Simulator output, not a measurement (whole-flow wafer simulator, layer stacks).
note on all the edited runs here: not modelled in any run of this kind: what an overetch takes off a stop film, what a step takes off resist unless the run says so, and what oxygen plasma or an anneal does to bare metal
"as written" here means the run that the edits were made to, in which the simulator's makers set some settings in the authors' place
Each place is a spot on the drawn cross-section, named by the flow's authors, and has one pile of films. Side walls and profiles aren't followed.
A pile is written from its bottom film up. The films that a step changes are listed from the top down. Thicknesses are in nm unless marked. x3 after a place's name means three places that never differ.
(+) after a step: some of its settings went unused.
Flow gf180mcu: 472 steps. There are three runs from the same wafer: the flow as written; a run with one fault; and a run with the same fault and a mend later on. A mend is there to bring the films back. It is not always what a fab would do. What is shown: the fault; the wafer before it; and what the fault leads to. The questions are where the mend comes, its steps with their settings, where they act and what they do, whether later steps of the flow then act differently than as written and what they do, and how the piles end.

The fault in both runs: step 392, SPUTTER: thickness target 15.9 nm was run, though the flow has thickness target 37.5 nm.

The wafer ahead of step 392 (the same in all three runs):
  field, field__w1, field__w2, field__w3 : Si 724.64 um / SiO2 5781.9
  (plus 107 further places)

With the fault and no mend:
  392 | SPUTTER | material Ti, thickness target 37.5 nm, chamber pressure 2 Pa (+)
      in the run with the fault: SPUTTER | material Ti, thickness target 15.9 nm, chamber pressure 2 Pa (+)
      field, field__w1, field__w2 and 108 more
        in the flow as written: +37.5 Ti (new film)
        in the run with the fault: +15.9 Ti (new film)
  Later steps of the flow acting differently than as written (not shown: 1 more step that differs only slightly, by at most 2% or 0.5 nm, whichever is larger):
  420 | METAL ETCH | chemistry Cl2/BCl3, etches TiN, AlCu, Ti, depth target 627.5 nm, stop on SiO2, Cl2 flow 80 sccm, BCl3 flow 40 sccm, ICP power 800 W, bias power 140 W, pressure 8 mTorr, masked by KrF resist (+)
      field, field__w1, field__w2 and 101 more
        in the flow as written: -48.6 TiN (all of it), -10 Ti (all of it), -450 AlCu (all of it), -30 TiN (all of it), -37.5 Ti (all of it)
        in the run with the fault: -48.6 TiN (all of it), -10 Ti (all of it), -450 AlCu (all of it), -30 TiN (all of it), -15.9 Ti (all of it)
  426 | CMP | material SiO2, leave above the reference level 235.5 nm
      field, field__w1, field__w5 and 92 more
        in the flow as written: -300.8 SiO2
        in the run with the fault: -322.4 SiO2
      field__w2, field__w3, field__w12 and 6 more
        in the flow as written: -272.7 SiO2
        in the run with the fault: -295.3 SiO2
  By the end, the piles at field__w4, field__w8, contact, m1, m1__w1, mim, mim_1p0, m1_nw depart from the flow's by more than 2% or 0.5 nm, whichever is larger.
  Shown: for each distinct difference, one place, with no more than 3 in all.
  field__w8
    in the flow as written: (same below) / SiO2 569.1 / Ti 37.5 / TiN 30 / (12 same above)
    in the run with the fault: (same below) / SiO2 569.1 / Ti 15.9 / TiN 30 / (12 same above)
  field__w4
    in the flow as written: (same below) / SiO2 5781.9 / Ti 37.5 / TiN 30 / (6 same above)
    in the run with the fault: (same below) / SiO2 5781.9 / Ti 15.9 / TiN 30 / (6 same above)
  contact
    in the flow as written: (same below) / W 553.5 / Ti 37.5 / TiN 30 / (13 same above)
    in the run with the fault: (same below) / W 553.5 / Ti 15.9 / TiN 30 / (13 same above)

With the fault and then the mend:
  After step 392 comes the mend.
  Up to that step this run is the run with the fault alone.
  392a | SPUTTER | material Ti, thickness target 21.6 nm, chamber pressure 2 Pa (+) (the flow's step 392 again, with other settings)
      field, field__w1, field__w2 and 108 more
        +21.6 Ti
  Every later step of the flow that is run acts as written at every place that is followed.
  At every place that both follow, the piles at the end match the flow's.
